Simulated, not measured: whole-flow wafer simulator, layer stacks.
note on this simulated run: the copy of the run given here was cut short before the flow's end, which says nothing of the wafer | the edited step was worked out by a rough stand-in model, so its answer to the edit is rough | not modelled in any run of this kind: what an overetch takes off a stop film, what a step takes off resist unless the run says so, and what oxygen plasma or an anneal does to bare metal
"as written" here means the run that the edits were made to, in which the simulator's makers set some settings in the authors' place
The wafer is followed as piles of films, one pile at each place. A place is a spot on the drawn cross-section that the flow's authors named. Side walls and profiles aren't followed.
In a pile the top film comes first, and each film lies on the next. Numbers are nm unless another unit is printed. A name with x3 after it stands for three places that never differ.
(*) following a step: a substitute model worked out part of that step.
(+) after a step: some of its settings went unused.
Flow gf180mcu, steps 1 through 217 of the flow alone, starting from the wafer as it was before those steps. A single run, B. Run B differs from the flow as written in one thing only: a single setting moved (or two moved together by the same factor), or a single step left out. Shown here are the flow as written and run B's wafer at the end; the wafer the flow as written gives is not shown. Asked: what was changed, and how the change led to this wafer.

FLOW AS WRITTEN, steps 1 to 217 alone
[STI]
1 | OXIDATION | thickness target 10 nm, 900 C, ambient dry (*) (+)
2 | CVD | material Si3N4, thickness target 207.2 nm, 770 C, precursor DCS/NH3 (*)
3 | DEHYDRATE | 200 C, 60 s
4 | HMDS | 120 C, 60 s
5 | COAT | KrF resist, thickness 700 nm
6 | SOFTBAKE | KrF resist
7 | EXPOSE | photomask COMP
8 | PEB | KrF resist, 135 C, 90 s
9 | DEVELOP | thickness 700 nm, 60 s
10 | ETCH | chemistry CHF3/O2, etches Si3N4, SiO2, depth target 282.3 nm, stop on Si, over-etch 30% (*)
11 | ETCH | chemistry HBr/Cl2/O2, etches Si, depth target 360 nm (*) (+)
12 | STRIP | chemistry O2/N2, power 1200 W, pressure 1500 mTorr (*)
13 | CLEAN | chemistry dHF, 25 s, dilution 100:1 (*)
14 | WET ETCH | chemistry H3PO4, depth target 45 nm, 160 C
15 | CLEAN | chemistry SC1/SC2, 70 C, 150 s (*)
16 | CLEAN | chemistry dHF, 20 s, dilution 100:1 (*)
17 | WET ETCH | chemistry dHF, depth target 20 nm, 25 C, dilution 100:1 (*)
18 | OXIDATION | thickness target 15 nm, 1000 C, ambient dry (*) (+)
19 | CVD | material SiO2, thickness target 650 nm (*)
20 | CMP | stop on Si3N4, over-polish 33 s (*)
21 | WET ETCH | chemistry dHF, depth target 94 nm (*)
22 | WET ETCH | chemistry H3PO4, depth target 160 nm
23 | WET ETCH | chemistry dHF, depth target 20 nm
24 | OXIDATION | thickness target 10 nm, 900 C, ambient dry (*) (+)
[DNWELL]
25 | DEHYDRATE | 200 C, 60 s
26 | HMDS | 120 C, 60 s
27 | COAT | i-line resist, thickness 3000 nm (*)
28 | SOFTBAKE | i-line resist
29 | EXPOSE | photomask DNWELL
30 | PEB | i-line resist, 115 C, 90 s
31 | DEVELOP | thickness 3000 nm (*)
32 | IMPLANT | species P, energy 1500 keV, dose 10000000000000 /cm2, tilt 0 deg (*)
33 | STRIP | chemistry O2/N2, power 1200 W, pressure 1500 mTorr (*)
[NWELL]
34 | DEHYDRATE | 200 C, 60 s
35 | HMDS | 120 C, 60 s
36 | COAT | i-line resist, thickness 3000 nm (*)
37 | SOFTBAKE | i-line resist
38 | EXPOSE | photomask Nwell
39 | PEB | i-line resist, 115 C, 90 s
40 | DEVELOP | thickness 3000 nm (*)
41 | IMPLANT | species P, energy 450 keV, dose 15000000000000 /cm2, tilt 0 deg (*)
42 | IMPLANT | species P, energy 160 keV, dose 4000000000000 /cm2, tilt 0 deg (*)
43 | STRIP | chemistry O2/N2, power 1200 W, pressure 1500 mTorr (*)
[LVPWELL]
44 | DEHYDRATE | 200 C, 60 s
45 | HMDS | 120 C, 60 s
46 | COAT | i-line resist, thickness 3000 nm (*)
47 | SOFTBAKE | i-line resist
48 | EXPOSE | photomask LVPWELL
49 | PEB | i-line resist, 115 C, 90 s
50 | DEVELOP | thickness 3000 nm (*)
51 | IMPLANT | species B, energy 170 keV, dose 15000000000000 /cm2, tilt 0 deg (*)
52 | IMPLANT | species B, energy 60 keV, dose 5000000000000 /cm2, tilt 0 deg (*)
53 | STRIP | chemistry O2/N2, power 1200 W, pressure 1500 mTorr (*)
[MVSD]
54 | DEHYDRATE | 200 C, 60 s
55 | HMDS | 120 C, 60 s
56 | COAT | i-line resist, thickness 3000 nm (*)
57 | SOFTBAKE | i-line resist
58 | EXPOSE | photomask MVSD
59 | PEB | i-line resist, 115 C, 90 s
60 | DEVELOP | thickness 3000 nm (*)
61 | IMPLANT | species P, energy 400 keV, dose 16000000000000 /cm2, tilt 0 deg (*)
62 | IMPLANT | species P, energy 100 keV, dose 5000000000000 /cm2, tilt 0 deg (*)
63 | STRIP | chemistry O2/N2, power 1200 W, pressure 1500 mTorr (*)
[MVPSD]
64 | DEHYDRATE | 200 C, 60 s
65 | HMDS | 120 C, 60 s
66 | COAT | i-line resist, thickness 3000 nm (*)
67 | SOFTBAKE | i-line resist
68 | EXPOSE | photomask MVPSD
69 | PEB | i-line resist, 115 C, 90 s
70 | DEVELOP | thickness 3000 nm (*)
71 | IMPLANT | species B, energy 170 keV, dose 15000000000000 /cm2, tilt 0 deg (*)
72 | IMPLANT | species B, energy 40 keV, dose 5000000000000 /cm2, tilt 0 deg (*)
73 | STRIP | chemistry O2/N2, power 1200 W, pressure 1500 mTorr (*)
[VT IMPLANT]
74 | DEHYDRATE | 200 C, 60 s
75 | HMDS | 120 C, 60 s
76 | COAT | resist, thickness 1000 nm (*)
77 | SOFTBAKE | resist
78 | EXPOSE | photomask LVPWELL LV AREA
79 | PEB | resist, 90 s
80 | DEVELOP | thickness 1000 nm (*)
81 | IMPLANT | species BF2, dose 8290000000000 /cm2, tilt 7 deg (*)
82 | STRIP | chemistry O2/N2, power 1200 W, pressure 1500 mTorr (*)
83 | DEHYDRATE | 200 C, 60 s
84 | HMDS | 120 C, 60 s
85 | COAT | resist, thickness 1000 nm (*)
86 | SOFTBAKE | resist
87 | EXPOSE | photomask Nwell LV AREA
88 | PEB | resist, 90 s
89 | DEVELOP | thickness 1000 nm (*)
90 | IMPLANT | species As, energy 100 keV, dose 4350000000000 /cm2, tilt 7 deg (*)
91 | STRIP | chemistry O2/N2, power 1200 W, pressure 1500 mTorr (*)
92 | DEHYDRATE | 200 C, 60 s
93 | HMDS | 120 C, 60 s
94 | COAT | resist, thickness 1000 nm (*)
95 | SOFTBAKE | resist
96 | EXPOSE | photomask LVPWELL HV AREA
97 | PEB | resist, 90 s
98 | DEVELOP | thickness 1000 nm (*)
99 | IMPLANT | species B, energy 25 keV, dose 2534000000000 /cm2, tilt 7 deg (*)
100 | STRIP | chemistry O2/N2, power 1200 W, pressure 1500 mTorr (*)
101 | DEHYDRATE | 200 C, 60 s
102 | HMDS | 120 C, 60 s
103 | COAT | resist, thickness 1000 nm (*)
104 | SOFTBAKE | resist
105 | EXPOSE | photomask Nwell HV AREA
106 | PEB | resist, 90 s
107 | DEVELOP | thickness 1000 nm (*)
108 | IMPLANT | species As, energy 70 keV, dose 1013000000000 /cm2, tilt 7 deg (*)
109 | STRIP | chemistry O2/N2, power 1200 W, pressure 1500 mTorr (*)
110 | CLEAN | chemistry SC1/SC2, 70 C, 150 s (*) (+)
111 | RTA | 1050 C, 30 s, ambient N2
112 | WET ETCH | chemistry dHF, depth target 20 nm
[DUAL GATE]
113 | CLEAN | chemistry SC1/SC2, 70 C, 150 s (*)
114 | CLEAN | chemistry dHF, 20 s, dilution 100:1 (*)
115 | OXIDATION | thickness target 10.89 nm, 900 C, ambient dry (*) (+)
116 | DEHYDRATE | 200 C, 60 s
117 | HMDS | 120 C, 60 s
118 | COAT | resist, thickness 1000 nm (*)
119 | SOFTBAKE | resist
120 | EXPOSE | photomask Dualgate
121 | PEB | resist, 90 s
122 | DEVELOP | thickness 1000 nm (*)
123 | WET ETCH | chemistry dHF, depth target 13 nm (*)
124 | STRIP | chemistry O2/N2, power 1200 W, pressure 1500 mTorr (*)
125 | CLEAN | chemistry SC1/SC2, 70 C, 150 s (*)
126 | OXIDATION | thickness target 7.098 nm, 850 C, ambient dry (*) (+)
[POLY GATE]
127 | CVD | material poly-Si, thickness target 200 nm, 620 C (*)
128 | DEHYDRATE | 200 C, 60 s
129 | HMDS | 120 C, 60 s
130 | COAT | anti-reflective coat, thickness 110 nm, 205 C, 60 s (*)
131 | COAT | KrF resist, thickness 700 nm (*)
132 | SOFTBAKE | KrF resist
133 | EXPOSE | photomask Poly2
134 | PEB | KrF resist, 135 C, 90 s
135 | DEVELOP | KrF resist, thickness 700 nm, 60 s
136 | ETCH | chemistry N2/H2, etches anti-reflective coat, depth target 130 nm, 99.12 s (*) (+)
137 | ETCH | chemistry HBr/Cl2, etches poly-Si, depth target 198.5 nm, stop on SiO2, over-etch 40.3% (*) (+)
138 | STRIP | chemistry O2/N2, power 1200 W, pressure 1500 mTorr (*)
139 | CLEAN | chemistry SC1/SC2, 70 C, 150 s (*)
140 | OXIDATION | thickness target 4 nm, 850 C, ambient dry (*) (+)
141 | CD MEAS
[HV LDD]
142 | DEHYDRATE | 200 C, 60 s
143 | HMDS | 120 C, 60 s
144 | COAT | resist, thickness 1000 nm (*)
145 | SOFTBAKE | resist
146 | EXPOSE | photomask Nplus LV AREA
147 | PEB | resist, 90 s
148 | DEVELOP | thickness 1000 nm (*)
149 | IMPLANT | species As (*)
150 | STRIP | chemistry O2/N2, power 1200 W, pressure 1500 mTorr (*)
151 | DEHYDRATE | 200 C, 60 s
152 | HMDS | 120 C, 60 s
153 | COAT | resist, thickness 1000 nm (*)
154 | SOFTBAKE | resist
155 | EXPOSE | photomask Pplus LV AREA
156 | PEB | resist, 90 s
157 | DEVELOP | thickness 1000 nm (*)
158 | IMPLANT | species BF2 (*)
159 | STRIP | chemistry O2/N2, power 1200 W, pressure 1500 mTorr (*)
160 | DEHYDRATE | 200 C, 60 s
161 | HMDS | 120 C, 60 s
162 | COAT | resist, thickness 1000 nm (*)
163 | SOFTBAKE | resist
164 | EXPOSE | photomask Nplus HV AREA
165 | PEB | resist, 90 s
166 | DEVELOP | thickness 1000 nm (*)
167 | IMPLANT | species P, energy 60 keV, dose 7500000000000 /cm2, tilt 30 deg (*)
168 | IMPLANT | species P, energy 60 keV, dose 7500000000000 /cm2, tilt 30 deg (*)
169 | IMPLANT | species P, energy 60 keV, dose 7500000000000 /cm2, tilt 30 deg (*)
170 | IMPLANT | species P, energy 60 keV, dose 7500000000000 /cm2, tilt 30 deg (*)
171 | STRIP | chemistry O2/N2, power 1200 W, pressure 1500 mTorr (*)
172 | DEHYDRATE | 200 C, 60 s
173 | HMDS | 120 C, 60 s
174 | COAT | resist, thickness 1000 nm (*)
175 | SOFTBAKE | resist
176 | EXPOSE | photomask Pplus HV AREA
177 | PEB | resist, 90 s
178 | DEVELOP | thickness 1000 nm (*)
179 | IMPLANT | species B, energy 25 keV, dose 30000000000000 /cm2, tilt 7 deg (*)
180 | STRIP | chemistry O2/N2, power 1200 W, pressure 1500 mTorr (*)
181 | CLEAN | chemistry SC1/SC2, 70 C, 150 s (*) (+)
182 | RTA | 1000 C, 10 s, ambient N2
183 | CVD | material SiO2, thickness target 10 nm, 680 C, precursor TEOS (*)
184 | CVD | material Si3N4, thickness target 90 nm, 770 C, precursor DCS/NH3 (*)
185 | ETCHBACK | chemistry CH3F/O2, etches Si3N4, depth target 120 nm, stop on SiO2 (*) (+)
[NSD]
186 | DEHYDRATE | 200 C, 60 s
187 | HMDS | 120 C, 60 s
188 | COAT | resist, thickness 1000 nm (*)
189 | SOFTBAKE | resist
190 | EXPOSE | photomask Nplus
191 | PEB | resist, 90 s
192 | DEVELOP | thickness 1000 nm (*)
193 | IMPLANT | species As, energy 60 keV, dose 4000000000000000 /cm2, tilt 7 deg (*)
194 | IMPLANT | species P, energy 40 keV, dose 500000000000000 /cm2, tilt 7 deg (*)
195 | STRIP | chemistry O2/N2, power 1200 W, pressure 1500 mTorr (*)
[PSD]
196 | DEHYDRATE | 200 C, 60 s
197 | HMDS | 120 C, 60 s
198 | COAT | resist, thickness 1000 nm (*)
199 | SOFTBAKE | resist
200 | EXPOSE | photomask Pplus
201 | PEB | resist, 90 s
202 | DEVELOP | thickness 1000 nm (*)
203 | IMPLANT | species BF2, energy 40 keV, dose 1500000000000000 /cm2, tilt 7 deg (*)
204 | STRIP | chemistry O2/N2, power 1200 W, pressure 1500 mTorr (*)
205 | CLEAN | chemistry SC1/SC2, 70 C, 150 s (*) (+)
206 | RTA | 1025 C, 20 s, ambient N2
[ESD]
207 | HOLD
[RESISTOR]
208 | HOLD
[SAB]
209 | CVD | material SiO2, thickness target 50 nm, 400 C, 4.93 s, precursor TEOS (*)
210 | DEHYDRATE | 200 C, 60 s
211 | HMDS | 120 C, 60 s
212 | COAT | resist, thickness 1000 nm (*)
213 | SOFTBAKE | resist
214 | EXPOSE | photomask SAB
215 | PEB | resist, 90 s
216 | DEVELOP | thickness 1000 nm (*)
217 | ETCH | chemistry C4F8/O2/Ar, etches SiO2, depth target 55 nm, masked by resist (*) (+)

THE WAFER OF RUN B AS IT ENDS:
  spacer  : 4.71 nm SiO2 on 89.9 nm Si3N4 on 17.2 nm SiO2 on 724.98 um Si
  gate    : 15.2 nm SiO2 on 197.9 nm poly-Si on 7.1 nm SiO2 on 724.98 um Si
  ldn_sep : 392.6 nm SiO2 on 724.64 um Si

Cause: step 209, CVD: 5.916 s was run, while the flow as written has 4.93 s.

Step by step, how the change led to this:
  209 | CVD | material SiO2, thickness target 50 nm, 400 C, 4.93 s, precursor TEOS (*)
      field, field__w7, field__w8 and 73 more: +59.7 SiO2 (as written it would have been: +50 SiO2)
      field_sub__w1, field_sub__w3, field_sub__w4, field_sub__w5, ld_drift_n, nplus_u: +58.4 SiO2 (as written it would have been: +48.9 SiO2)
      (also at 27 further places)
  217 | ETCH | chemistry C4F8/O2/Ar, etches SiO2, depth target 55 nm, masked by resist (*) (+)
      spacer: -55 SiO2 (as written it would have been: -50 SiO2 (all of it), -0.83 Si3N4)
